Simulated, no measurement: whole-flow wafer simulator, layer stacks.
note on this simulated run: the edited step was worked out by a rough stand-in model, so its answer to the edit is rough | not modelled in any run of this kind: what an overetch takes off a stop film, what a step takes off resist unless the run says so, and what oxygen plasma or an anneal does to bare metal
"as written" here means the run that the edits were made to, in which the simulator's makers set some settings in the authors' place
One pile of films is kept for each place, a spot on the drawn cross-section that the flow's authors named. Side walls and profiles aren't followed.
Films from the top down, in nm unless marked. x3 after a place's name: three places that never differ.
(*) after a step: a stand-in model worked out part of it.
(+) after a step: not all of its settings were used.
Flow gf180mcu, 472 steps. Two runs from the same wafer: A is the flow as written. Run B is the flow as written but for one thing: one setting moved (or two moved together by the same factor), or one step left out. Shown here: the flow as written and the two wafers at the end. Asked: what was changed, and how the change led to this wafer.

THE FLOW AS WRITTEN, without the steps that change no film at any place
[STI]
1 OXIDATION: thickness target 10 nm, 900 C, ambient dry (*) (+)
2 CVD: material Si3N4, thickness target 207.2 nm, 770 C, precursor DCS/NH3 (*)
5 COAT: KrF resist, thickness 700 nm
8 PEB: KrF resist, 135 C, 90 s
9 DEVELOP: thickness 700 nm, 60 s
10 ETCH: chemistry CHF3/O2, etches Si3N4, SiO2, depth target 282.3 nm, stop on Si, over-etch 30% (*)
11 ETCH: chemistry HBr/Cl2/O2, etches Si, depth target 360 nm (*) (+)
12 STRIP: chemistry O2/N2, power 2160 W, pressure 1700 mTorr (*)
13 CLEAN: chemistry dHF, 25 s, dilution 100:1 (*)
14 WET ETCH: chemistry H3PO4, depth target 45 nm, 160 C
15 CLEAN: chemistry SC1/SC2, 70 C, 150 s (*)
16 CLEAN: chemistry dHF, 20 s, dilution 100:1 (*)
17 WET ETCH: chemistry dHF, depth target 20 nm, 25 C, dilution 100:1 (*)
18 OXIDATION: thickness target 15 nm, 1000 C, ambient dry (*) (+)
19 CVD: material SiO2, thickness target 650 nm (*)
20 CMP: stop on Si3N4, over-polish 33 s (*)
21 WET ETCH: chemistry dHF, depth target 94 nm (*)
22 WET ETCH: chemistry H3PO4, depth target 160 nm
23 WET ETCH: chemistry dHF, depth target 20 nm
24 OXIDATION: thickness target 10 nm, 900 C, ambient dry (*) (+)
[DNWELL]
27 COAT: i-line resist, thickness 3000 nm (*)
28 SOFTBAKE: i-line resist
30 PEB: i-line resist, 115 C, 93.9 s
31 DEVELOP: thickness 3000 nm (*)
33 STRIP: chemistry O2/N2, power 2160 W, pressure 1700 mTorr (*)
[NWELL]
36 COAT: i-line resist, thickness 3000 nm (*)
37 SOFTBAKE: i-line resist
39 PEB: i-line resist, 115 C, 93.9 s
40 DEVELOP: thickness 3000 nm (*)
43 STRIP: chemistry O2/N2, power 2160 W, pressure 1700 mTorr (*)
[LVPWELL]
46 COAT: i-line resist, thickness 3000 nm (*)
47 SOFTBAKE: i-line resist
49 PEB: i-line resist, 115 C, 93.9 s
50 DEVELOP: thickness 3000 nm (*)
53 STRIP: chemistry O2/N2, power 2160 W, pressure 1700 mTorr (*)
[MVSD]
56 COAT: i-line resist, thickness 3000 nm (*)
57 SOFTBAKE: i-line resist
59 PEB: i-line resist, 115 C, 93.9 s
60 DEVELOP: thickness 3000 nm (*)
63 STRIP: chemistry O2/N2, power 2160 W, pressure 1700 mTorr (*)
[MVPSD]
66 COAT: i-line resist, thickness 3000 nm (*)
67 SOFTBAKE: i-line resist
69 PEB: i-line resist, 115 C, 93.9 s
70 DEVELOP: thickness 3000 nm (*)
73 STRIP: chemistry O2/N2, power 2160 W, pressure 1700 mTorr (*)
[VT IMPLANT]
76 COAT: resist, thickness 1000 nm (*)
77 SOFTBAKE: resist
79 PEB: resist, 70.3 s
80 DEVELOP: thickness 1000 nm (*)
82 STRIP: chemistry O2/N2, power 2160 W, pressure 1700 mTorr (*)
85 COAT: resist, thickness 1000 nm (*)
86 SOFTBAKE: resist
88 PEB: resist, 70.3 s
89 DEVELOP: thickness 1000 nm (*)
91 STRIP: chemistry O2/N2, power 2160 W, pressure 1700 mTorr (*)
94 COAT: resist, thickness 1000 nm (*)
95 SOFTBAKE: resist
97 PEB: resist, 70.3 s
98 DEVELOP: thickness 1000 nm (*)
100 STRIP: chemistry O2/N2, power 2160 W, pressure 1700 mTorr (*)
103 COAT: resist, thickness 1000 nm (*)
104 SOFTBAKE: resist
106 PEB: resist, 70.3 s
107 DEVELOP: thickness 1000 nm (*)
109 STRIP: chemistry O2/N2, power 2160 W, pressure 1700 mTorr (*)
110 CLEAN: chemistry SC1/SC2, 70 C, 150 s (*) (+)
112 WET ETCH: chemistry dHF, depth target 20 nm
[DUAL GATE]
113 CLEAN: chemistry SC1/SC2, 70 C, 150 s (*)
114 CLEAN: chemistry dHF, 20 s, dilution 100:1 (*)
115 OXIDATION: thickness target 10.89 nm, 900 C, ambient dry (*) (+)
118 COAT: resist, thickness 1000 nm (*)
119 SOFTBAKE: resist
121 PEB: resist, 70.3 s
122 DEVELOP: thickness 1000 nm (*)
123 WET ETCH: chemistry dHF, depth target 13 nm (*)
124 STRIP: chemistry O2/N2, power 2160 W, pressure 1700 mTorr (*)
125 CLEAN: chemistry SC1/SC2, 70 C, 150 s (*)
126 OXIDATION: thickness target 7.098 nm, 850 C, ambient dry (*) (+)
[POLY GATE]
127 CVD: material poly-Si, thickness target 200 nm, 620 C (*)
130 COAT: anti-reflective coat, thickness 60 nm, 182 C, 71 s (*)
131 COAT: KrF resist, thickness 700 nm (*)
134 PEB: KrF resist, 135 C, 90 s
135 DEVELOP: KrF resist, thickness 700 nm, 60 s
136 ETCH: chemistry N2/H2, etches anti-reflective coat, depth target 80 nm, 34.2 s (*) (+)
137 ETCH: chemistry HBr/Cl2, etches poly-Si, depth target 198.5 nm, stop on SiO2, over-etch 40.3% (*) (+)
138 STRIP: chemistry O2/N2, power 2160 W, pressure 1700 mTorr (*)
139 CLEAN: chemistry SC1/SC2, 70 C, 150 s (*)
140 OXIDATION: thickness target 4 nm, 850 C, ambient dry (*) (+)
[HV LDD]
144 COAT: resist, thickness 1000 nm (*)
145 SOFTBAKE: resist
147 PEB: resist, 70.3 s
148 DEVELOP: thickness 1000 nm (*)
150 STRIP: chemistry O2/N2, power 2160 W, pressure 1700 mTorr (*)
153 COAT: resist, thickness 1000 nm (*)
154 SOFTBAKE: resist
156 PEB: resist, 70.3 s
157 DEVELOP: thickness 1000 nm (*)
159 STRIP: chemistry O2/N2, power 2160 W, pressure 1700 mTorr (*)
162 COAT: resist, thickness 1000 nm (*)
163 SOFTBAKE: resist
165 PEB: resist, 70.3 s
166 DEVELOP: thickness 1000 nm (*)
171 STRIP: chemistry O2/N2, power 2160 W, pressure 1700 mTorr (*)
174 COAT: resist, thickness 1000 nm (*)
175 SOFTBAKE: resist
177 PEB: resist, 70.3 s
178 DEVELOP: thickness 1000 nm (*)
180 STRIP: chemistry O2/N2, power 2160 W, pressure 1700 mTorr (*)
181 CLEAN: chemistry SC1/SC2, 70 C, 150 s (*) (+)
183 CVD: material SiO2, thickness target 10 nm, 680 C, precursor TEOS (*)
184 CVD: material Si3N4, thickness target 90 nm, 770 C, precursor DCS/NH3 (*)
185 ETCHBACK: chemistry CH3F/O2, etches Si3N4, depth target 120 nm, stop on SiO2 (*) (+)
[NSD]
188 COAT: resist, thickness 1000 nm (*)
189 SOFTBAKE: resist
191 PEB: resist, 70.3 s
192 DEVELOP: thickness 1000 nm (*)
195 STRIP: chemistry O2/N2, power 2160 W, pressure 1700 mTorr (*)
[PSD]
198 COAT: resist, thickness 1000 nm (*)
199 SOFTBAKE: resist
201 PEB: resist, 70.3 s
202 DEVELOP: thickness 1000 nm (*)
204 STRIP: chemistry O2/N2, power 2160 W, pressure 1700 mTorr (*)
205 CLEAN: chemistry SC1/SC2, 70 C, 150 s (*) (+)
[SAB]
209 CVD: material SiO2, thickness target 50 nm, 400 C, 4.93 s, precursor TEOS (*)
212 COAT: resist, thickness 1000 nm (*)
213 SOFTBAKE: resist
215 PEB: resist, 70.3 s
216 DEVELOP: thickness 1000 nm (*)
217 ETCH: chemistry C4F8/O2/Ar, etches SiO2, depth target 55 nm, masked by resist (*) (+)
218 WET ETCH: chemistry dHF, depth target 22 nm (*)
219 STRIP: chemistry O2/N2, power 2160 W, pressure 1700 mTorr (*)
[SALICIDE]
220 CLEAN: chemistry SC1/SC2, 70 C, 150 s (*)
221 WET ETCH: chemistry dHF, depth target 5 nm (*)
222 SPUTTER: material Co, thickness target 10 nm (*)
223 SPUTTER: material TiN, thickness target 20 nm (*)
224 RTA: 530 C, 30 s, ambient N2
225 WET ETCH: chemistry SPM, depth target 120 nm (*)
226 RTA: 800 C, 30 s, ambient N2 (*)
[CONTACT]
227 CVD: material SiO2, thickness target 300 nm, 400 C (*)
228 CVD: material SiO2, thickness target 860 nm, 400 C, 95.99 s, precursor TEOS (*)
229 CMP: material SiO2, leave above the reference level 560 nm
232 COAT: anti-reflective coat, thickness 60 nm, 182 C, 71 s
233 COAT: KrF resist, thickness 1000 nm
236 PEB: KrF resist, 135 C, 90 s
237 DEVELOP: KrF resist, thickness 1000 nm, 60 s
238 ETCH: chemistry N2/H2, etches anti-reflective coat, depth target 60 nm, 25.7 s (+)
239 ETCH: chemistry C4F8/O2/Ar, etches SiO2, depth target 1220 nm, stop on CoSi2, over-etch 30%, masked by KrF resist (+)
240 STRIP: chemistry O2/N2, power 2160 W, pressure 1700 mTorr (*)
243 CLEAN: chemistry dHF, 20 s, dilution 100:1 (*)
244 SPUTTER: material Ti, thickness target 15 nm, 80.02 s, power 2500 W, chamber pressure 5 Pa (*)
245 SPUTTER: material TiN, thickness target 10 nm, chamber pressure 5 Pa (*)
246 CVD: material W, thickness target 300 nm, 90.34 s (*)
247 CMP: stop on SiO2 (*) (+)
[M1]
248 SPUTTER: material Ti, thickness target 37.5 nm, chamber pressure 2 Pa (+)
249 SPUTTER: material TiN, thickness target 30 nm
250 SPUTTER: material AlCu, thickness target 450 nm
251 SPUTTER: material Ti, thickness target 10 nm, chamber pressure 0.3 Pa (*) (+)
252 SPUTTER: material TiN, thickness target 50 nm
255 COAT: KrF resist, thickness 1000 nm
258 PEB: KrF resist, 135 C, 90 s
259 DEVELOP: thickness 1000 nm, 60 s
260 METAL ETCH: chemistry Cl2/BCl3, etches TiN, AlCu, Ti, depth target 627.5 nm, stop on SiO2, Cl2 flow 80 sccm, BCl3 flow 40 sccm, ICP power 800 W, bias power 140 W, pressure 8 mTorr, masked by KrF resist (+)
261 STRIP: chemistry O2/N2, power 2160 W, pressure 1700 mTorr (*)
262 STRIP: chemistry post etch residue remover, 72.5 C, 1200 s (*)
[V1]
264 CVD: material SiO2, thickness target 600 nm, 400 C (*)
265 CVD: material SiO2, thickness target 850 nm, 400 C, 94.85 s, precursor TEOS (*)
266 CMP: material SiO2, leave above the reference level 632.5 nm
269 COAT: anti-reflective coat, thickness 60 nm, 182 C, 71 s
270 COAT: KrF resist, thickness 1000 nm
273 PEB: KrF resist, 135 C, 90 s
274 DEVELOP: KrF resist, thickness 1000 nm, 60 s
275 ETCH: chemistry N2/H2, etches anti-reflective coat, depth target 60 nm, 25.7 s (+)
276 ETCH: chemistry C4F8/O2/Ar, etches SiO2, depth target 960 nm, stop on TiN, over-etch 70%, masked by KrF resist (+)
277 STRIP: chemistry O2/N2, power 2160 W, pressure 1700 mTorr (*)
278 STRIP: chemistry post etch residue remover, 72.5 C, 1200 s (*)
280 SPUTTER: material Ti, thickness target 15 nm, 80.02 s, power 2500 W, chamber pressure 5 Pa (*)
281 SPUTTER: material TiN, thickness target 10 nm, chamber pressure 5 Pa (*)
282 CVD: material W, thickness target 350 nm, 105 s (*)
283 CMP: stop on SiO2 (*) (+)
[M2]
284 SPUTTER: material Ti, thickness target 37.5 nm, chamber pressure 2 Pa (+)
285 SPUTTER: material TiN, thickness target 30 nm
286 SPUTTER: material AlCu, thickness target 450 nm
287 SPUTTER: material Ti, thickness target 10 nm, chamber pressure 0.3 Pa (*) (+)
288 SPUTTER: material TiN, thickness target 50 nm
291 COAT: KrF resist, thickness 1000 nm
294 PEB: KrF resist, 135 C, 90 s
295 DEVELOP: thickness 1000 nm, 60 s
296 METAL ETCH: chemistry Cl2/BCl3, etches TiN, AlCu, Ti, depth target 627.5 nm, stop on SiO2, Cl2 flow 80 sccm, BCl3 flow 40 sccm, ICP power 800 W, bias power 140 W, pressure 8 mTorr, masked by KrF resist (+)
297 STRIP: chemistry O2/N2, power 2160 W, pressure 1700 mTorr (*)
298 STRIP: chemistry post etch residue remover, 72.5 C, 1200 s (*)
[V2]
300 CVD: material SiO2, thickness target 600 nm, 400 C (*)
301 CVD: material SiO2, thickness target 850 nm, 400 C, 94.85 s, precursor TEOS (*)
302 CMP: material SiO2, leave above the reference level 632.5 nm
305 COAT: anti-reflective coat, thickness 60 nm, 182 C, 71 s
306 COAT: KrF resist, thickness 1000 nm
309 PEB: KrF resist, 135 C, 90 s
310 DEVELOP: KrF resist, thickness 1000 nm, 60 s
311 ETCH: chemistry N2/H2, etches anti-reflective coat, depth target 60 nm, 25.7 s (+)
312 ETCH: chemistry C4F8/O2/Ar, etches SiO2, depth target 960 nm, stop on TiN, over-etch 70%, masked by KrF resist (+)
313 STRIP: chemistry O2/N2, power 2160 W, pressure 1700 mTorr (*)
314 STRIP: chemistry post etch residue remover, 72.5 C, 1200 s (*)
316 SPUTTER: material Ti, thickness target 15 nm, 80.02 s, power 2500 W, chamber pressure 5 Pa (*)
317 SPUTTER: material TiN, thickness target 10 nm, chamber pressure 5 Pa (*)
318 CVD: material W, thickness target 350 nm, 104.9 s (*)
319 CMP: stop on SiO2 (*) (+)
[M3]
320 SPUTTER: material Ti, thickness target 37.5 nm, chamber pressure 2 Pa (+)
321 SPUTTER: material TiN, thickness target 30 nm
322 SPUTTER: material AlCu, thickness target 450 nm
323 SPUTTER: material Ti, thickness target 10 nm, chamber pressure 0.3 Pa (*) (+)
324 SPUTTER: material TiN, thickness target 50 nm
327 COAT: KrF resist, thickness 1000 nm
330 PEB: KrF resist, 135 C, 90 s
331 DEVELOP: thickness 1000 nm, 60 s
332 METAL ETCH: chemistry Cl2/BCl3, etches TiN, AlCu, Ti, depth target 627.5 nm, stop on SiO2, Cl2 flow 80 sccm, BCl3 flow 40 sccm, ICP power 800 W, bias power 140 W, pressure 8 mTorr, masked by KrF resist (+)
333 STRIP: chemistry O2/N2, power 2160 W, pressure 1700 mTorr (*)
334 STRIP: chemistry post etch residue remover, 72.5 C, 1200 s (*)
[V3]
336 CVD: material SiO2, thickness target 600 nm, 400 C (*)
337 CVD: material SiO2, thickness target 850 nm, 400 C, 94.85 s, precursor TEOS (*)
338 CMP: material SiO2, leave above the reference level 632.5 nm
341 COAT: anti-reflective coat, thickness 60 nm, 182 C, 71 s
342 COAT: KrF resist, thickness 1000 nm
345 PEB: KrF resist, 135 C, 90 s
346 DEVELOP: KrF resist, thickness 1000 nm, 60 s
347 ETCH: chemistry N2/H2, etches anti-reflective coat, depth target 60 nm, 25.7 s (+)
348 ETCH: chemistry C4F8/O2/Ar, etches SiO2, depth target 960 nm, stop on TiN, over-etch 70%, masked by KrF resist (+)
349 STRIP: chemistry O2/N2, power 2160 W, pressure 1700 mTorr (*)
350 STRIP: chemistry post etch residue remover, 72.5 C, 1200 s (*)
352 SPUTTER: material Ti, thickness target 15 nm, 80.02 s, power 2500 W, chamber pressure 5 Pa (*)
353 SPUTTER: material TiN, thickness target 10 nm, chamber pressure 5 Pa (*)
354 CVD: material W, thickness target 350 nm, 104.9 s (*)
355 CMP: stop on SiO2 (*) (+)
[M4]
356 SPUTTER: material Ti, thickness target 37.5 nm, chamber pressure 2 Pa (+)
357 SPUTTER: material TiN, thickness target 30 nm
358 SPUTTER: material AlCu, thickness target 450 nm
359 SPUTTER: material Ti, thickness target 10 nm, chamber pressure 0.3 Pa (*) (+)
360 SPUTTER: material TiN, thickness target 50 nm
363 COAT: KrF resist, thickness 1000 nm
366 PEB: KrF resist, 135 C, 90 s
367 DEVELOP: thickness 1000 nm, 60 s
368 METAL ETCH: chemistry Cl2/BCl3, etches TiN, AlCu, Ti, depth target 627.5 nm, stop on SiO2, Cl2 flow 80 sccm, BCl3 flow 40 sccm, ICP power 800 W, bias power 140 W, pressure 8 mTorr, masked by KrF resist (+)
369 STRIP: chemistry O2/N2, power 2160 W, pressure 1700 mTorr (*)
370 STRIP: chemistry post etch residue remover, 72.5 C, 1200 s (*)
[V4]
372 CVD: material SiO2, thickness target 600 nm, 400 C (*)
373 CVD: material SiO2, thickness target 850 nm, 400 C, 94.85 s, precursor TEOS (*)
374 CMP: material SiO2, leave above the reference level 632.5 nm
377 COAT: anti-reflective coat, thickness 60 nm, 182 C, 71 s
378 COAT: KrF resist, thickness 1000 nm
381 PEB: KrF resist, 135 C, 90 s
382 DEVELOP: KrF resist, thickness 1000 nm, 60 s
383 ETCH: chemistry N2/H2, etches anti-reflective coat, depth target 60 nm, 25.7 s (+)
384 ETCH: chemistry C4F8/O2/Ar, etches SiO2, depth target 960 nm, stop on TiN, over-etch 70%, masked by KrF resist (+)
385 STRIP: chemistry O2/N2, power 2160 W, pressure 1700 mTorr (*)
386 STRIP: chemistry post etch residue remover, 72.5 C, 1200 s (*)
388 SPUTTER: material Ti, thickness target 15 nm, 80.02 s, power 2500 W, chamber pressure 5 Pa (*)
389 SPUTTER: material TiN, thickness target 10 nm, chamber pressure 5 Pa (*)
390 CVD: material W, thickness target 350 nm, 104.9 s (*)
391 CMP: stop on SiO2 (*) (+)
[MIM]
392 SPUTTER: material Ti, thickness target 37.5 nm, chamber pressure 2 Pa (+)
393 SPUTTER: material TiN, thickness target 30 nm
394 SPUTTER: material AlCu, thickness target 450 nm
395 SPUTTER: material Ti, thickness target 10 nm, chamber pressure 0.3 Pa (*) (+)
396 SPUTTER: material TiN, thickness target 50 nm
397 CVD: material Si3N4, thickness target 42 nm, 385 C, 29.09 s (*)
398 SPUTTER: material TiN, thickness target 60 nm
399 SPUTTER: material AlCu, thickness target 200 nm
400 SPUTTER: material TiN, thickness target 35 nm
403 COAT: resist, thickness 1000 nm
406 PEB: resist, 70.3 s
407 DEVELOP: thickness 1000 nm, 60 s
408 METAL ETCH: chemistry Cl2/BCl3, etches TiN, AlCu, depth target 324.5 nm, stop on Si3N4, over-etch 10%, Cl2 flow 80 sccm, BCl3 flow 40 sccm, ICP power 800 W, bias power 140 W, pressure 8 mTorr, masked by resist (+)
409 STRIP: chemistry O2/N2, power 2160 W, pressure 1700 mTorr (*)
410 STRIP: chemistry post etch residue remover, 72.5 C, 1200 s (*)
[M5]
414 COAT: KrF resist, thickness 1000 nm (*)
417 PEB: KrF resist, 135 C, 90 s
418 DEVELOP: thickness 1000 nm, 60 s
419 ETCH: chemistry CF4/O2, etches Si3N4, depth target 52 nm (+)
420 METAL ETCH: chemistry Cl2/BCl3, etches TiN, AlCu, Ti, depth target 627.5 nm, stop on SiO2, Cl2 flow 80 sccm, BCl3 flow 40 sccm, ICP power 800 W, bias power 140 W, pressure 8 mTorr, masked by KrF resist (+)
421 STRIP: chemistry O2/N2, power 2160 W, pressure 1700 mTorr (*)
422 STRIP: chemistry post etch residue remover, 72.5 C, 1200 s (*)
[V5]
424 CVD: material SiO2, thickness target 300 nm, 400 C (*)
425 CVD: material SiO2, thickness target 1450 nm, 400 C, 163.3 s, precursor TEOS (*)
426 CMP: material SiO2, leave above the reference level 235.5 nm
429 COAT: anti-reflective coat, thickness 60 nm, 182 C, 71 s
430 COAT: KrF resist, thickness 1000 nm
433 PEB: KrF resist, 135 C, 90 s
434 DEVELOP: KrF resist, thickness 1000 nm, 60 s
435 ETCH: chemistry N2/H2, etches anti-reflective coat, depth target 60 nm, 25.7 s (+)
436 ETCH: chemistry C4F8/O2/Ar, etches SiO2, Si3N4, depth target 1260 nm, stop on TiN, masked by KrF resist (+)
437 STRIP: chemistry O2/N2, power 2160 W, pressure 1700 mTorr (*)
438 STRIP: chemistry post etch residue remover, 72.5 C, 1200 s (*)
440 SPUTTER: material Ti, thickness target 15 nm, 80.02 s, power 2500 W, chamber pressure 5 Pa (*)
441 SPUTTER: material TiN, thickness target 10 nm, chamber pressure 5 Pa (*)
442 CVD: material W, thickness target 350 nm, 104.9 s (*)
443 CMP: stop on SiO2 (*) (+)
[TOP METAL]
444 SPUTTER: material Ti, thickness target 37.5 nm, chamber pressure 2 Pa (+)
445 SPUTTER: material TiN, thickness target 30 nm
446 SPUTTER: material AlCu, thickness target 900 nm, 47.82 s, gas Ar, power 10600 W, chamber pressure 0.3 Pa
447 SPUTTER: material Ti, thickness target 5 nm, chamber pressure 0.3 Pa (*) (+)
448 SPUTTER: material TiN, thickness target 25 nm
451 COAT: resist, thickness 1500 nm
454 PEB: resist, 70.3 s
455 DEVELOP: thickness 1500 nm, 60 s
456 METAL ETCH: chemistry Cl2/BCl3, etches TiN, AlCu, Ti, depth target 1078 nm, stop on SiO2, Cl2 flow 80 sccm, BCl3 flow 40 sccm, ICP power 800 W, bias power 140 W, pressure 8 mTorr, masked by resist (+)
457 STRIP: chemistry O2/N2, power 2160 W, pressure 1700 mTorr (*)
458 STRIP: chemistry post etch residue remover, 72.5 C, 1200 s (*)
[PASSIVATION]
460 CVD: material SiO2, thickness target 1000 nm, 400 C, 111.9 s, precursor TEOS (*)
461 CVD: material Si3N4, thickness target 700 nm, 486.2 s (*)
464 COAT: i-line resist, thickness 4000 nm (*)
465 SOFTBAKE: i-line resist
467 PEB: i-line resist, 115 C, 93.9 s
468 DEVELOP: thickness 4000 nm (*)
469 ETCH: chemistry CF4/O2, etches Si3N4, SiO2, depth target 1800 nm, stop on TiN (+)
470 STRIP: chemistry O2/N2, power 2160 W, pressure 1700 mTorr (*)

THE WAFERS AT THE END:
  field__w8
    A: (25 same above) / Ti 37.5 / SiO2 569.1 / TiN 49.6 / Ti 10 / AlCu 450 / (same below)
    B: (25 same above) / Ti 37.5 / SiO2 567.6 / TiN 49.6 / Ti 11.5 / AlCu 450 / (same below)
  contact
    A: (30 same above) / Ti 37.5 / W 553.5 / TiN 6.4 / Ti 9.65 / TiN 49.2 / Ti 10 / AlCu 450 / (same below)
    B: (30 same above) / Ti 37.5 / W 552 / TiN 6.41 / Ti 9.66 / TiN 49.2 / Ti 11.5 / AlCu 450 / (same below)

The cause: step 287, SPUTTER: thickness target 11.5 nm was run, where the flow has thickness target 10 nm.
It can be read off the wafer: field__w8 has Ti 11.5, and step 287 as written asks for 10 nm.

How the change led to this, step by step:
  287 SPUTTER: material Ti, thickness target 10 nm, chamber pressure 0.3 Pa (*) (+)
      field, field__w1, field__w2 and 108 more: A Ti +10 (new film) | B Ti +11.5 (new film)
  296 METAL ETCH: chemistry Cl2/BCl3, etches TiN, AlCu, Ti, depth target 627.5 nm, stop on SiO2, Cl2 flow 80 sccm, BCl3 flow 40 sccm, ICP power 800 W, bias power 140 W, pressure 8 mTorr, masked by KrF resist (+)
      field, field__w1, field__w2 and 103 more: A TiN -50 (all of it), Ti -10 (all of it), AlCu -450 (all of it), TiN -30 (all of it), Ti -37.5 (all of it) | B TiN -50 (all of it), Ti -11.5 (all of it), AlCu -450 (all of it), TiN -30 (all of it), Ti -37.5 (all of it)
